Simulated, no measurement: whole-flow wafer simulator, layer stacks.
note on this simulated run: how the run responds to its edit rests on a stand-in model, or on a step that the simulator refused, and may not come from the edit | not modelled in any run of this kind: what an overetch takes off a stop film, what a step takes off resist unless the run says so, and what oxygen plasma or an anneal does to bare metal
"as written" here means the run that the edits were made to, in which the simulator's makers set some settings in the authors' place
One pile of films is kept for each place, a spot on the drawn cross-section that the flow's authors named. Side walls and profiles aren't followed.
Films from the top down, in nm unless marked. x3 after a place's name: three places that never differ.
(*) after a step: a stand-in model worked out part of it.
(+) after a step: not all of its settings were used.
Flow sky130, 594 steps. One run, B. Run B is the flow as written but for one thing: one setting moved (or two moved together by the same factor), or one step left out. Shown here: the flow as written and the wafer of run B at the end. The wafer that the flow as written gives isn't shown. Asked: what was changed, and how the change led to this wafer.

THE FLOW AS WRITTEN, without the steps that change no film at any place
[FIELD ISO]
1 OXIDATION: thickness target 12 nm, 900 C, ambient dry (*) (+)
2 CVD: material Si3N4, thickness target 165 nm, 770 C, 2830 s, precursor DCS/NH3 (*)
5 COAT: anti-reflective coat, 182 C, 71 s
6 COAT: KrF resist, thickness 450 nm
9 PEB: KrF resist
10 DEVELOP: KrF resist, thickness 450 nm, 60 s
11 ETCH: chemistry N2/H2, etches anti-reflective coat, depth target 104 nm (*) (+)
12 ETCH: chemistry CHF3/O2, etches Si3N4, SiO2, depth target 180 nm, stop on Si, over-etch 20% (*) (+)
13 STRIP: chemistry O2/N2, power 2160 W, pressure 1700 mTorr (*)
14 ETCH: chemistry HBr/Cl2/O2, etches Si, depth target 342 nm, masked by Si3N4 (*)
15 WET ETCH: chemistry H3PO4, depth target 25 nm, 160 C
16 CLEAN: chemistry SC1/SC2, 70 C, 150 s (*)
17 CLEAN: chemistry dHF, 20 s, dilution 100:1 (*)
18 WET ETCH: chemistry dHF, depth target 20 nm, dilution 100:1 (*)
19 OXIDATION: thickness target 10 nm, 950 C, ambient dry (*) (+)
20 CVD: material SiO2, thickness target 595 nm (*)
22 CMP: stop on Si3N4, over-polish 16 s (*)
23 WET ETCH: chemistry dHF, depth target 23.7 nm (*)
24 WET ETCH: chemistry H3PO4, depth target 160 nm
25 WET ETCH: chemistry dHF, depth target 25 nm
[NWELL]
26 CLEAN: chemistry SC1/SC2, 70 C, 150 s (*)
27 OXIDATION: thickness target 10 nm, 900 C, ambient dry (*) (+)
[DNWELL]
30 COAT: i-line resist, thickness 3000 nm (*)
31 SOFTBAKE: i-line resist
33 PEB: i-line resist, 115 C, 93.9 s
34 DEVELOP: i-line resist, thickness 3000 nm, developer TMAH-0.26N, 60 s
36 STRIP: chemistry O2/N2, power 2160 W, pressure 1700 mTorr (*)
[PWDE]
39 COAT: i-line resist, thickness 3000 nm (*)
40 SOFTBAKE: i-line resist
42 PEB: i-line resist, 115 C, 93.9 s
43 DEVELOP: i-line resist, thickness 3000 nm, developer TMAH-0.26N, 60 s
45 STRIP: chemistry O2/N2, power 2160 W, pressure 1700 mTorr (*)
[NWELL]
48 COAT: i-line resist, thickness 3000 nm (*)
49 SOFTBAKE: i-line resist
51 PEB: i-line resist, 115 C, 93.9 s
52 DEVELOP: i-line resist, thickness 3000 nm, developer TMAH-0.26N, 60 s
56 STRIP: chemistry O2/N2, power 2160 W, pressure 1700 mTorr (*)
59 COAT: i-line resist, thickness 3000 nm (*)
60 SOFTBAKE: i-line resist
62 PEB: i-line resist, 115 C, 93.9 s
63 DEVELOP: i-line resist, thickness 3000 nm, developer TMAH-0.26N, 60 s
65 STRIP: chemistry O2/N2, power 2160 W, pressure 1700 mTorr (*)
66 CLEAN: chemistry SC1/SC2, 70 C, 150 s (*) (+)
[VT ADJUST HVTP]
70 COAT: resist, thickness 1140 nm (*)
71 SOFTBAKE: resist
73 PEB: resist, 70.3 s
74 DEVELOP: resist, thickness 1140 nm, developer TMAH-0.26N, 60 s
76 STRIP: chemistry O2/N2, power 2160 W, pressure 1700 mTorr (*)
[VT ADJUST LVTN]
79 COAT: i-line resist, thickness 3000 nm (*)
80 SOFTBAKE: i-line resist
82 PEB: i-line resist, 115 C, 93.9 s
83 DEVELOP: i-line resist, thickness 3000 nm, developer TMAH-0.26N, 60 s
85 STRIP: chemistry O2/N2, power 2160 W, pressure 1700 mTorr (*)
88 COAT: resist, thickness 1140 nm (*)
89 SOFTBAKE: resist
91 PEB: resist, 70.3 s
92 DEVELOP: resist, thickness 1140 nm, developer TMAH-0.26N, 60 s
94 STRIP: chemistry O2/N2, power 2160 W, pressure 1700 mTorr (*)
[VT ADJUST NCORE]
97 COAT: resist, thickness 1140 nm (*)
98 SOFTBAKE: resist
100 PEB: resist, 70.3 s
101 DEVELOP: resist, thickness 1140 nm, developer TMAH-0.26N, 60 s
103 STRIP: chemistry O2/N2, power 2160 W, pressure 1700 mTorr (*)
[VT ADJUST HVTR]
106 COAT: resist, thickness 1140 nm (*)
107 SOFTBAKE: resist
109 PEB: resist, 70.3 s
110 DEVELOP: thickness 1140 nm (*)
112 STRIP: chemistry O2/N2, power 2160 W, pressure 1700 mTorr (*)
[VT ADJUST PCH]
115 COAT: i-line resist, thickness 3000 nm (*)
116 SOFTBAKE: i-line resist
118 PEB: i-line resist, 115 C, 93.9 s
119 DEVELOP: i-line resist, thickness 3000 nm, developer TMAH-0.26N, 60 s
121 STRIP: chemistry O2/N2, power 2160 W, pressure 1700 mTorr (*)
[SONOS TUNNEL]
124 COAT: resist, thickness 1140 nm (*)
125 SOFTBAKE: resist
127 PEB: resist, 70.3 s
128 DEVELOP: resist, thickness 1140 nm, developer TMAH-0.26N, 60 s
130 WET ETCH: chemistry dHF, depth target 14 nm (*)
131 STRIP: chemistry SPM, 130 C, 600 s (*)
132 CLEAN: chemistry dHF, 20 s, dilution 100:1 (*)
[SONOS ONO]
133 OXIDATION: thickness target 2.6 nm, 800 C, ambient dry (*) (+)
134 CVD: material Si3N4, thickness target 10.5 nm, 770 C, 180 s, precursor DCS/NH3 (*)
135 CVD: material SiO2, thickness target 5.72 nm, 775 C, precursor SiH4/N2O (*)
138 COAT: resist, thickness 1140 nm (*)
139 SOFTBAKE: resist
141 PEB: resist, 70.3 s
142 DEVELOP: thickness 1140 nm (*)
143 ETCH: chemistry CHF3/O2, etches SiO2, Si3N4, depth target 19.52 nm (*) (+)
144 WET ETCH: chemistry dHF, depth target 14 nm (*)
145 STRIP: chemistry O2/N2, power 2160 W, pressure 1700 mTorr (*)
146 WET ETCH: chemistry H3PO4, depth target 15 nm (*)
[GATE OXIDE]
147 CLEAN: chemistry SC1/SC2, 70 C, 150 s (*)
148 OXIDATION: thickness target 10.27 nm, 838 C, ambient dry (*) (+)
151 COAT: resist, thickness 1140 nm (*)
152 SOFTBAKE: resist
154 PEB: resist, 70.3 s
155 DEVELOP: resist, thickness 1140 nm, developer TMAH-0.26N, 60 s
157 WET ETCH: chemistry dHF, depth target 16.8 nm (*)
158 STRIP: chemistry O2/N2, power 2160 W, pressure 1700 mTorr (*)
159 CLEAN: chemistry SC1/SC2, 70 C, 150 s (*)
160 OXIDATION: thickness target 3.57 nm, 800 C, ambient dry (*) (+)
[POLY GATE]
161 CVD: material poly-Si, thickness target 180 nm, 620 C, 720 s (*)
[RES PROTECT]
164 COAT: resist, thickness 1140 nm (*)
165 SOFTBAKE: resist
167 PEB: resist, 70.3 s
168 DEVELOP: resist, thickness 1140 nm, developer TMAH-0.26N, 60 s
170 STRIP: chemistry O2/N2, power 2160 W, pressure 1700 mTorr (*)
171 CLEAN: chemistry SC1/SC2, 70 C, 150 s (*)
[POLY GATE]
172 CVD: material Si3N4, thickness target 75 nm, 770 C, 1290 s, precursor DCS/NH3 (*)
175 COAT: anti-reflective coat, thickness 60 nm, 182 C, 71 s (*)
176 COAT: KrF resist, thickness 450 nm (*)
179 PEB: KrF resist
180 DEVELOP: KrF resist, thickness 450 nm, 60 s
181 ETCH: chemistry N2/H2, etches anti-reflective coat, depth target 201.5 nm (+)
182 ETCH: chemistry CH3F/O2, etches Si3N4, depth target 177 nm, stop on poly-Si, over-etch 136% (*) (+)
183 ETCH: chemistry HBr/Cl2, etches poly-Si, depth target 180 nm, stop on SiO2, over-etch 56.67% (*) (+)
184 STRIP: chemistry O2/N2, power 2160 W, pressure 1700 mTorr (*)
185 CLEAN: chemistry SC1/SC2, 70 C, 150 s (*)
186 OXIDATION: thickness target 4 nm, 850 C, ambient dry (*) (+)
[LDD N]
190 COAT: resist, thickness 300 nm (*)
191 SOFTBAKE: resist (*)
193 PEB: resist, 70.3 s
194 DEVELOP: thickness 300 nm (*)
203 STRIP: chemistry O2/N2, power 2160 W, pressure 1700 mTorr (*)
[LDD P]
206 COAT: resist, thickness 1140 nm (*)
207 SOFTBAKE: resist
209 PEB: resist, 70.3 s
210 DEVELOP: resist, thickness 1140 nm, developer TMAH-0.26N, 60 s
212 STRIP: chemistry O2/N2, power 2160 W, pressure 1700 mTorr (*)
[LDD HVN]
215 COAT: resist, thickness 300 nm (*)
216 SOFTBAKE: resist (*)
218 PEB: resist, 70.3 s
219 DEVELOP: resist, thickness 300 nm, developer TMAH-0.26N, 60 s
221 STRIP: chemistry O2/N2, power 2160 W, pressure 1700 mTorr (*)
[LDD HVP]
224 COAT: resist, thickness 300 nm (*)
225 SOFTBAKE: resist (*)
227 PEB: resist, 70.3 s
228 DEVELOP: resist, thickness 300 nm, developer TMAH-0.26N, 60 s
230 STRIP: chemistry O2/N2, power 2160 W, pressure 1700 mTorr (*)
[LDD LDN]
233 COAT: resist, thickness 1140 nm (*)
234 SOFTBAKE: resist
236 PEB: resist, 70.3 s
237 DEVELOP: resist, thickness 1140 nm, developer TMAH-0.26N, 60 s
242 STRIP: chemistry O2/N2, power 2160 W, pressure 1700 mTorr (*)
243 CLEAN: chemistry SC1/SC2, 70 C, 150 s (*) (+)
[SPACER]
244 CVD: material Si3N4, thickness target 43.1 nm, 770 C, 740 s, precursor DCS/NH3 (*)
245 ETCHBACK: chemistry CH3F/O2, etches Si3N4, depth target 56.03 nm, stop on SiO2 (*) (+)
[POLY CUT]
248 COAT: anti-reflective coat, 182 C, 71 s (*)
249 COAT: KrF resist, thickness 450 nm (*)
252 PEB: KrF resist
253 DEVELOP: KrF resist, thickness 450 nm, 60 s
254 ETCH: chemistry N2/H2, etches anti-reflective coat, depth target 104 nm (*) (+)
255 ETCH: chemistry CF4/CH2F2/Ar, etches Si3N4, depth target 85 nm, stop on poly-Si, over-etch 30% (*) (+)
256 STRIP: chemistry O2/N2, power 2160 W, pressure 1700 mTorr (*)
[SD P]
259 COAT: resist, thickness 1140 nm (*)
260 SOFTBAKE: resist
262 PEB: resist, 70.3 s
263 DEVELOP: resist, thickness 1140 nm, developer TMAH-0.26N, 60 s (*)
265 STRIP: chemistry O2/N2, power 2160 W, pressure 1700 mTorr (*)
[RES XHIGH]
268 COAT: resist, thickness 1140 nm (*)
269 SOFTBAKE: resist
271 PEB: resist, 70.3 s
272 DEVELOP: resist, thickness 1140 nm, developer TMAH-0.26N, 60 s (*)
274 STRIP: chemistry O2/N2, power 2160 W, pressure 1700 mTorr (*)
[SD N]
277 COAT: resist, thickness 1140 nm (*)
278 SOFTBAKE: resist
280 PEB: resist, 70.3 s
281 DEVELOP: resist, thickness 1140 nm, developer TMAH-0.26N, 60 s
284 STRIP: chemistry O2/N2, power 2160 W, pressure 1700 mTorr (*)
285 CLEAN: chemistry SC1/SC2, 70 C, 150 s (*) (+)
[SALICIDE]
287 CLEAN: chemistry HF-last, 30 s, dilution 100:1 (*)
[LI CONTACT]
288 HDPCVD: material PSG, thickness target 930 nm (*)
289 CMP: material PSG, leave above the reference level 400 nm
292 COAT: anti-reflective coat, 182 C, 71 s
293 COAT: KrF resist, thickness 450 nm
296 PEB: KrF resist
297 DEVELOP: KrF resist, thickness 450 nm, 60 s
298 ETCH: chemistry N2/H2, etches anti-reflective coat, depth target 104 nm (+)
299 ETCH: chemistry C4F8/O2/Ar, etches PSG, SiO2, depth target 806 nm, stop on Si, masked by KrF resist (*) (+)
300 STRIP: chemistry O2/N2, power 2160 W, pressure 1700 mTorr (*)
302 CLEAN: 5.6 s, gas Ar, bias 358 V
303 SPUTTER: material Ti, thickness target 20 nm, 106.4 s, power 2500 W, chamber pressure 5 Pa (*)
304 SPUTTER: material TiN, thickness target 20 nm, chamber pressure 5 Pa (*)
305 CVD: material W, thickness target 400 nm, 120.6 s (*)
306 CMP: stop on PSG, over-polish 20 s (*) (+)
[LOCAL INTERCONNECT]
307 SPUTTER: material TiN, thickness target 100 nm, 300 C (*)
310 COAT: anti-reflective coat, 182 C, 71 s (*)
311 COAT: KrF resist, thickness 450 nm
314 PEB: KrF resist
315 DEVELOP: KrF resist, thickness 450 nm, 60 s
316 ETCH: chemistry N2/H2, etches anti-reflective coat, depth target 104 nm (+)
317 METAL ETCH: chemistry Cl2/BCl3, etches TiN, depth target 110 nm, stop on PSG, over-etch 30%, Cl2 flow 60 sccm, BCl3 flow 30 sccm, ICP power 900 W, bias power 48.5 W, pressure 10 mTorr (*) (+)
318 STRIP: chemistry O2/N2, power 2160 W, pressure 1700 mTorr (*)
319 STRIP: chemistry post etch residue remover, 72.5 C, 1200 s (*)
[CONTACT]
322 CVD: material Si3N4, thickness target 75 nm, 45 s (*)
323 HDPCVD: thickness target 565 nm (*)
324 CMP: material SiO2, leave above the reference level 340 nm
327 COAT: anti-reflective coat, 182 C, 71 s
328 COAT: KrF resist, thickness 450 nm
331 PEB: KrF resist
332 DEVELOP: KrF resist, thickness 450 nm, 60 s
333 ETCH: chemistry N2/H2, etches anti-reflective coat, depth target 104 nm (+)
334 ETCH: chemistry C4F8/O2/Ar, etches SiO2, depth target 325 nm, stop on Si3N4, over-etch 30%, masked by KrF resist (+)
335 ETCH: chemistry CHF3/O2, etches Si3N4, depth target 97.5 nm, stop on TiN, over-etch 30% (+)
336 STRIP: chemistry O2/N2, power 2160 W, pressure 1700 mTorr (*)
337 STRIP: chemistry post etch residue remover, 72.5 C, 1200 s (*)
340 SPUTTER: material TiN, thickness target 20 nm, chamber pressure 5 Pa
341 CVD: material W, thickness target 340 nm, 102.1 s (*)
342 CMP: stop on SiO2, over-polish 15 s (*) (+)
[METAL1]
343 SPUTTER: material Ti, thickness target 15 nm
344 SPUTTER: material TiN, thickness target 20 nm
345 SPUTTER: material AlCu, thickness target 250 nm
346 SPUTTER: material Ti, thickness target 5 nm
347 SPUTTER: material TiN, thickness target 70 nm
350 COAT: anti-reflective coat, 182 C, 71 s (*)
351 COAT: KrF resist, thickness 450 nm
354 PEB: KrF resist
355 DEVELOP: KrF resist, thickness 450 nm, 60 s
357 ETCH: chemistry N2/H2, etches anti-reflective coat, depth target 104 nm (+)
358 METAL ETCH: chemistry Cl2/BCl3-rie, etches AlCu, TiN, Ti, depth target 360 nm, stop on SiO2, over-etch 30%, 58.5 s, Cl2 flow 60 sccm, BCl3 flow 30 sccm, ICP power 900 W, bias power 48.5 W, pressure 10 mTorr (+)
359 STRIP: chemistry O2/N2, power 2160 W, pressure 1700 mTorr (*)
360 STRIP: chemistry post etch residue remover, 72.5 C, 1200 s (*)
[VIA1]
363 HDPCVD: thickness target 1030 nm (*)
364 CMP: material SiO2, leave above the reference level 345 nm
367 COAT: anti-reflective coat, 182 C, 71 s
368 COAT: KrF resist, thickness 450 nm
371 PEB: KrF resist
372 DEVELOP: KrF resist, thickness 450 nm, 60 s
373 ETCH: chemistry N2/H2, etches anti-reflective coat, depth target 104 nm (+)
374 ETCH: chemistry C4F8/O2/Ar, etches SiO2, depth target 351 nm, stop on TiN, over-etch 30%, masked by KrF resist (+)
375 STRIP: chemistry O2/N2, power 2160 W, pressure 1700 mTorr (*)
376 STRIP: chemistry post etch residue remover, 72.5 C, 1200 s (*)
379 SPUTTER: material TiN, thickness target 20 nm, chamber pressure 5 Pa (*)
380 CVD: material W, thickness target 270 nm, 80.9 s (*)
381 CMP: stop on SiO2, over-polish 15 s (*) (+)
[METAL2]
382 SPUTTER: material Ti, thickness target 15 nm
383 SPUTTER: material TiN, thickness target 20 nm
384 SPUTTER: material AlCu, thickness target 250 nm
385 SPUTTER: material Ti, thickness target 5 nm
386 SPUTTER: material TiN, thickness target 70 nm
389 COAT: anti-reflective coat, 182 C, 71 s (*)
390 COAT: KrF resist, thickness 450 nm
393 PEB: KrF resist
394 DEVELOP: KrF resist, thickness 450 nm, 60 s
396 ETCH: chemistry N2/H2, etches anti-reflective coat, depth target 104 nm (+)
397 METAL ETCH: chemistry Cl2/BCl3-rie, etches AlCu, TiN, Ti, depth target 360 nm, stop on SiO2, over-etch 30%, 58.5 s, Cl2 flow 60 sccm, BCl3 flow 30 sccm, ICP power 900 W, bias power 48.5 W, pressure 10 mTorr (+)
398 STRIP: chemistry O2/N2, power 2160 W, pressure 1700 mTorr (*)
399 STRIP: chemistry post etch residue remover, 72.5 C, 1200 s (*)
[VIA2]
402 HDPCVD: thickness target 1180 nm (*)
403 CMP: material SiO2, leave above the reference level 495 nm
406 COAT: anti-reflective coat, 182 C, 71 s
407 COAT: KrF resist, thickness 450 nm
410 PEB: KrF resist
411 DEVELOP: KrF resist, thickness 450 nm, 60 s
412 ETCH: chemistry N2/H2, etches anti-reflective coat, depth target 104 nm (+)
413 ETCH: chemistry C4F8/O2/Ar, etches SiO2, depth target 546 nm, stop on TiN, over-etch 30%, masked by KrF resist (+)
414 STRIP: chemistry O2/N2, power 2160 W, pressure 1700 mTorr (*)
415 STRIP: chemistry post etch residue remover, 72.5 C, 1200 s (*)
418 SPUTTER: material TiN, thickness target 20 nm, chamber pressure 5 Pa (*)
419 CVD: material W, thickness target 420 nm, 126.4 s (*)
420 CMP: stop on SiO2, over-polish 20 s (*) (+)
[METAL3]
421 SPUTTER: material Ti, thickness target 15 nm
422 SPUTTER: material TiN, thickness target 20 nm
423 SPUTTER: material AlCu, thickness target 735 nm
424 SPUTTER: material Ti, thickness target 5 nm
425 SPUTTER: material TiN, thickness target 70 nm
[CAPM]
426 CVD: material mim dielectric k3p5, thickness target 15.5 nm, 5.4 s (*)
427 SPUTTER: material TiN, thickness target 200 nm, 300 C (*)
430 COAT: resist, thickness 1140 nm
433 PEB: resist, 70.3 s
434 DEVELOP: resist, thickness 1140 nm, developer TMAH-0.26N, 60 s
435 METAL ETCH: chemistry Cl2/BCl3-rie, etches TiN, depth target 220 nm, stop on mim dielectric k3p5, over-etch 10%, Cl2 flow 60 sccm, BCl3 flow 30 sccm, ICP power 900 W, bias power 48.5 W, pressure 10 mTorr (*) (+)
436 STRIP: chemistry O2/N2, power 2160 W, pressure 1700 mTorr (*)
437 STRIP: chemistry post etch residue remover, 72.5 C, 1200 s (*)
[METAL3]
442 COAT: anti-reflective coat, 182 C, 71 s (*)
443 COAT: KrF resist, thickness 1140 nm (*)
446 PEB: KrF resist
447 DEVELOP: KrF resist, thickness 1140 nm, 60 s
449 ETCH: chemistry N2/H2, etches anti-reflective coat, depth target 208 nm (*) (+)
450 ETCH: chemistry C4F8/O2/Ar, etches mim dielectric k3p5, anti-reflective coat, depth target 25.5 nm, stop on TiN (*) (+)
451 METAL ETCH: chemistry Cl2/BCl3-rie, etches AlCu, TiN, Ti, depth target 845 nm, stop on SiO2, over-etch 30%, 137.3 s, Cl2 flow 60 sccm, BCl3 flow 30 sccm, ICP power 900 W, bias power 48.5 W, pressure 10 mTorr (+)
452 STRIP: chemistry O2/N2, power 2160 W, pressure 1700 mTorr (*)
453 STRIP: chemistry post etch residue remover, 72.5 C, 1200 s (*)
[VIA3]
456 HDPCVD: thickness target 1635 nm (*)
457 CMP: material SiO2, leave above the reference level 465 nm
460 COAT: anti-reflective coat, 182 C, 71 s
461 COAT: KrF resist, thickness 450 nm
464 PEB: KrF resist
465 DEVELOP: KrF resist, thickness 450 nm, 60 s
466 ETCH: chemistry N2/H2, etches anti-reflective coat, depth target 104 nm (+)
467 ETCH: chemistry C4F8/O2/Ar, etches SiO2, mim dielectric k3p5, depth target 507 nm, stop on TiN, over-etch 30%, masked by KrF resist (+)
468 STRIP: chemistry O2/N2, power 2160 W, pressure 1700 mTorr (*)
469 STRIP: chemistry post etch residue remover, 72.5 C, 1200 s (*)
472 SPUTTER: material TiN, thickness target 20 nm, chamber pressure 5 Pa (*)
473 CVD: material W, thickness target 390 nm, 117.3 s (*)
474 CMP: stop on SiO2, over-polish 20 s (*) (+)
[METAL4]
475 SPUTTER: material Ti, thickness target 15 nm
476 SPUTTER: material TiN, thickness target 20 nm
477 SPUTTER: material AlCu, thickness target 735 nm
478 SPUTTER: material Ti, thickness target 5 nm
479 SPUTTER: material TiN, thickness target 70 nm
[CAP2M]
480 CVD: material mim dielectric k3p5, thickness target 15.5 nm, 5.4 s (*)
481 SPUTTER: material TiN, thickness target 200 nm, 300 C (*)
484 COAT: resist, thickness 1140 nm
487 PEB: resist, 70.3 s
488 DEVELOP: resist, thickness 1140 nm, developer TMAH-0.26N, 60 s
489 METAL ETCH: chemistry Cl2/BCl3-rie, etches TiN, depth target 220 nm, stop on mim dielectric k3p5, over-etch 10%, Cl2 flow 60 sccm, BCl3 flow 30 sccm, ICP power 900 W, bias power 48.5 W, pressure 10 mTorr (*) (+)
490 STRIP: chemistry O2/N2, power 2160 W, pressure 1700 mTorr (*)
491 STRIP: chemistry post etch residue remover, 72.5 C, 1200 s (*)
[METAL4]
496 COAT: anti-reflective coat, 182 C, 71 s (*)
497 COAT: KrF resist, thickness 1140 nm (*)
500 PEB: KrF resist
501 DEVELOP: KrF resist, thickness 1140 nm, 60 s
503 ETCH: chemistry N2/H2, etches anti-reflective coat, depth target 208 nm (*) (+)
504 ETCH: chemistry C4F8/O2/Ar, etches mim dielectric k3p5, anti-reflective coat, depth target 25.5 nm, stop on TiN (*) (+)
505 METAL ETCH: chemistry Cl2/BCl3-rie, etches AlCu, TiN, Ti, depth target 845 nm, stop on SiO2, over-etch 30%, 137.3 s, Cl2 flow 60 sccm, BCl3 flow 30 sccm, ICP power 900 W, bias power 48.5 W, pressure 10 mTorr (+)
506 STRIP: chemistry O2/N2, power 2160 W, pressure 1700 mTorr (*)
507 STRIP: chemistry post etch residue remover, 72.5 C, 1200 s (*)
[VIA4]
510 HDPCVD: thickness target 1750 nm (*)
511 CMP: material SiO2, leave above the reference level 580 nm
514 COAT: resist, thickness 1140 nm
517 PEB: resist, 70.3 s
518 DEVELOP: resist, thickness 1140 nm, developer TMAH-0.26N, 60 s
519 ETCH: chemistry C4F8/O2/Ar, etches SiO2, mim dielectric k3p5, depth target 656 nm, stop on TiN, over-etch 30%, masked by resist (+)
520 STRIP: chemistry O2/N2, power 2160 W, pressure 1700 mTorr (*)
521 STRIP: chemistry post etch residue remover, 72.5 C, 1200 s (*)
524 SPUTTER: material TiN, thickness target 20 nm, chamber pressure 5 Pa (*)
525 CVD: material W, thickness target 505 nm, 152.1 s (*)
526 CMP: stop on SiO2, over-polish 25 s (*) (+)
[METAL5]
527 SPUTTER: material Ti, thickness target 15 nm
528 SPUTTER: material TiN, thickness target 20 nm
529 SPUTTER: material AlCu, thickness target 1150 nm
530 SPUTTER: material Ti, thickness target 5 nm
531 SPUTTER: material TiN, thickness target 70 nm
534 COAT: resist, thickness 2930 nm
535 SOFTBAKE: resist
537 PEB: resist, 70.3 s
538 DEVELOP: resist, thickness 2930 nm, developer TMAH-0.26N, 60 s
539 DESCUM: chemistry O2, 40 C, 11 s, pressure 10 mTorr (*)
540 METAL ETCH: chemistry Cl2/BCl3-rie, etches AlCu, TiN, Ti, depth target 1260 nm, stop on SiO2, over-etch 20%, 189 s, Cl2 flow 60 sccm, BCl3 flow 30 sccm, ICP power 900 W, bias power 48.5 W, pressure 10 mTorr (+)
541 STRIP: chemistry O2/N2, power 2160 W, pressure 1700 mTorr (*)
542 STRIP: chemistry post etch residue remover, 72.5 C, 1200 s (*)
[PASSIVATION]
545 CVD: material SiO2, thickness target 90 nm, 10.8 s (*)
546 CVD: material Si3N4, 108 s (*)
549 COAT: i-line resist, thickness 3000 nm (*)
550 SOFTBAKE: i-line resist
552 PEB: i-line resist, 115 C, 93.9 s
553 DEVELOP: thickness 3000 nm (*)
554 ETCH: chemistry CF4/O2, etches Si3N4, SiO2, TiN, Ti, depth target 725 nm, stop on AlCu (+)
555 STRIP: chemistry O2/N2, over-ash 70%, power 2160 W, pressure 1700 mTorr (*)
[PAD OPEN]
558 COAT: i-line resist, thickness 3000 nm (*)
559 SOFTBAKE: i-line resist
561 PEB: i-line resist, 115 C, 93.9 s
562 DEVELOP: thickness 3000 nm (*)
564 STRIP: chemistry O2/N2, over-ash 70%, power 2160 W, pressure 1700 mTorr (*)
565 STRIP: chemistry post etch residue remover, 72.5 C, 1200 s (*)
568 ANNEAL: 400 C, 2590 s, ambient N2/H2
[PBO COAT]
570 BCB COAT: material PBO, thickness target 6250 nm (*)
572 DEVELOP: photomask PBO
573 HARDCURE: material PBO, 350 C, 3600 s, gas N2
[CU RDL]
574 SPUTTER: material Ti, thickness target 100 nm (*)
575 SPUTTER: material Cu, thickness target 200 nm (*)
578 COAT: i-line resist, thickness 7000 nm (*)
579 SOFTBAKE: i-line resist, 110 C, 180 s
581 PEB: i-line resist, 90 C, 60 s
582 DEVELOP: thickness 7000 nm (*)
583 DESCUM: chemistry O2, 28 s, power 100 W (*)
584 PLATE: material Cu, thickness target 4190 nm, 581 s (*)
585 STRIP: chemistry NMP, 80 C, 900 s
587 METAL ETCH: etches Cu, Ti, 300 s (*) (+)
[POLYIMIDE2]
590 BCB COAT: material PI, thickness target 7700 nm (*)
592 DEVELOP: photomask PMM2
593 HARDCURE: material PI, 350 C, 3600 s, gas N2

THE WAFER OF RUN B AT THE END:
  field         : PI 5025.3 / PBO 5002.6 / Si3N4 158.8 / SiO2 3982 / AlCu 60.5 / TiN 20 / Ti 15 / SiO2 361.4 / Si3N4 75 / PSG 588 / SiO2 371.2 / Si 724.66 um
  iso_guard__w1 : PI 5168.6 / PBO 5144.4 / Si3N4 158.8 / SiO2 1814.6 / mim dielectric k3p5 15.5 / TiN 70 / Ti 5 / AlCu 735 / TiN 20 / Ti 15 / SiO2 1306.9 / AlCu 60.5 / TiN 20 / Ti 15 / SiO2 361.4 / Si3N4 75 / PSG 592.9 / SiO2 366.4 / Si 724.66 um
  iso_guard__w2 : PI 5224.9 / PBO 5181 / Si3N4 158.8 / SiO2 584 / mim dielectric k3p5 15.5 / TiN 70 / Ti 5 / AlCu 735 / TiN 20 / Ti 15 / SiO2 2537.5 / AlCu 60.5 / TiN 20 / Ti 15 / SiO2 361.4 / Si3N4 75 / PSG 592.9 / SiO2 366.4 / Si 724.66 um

The cause: step 358, METAL ETCH: depth target 198 nm was run, where the flow has depth target 360 nm; step 358, METAL ETCH: 32.2 s was run, where the flow has 58.5 s.

How the change led to this, step by step:
  358 METAL ETCH: chemistry Cl2/BCl3-rie, etches AlCu, TiN, Ti, depth target 360 nm, stop on SiO2, over-etch 30%, 58.5 s, Cl2 flow 60 sccm, BCl3 flow 30 sccm, ICP power 900 W, bias power 48.5 W, pressure 10 mTorr (+)
      field, active, gate and 81 more: TiN -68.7 (all of it), Ti -5 (all of it), AlCu -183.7 (as written it would be: TiN -68.7 (all of it), Ti -5 (all of it), AlCu -250 (all of it), TiN -20 (all of it), Ti -15 (all of it), SiO2 -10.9)
      n_well, p_well, gate_hv and 104 more: KrF resist -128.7 (as written it would be: KrF resist -234)
  359 STRIP: chemistry O2/N2, power 2160 W, pressure 1700 mTorr (*)
      n_well, p_well, gate_hv and 100 more: KrF resist -249.1 (all of it), anti-reflective coat -80 (all of it) (as written it would be: KrF resist -143.8 (all of it), anti-reflective coat -80 (all of it))
      poly_licon, ndiff_licon, ndiff_licon_cpp, rpo_hd_licon: KrF resist -249.2 (all of it), anti-reflective coat -80.5 (all of it) (as written it would be: KrF resist -143.9 (all of it), anti-reflective coat -80.5 (all of it))
  360 STRIP: chemistry post etch residue remover, 72.5 C, 1200 s (*)
      field, active, gate and 81 more: AlCu -5.72 (as written it would be: nothing)
  363 HDPCVD: thickness target 1030 nm (*)
      field, active, gate and 81 more: SiO2 +1030 (new film) (as written it would be: SiO2 +1030)
  364 CMP: material SiO2, leave above the reference level 345 nm
      field, active, gate and 81 more: SiO2 -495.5 (as written it would be: SiO2 -389.1)
Counting metal films that touch as one body, field has 1 body; the flow as written gives 0 bodies.
Counting metal films that touch as one body, iso_guard__w1 has 2 bodies (between them, from the top down: SiO2 1306.9); the flow as written gives 1 body.
Counting metal films that touch as one body, iso_guard__w2 has 2 bodies (between them, from the top down: SiO2 2537.5); the flow as written gives 1 body.
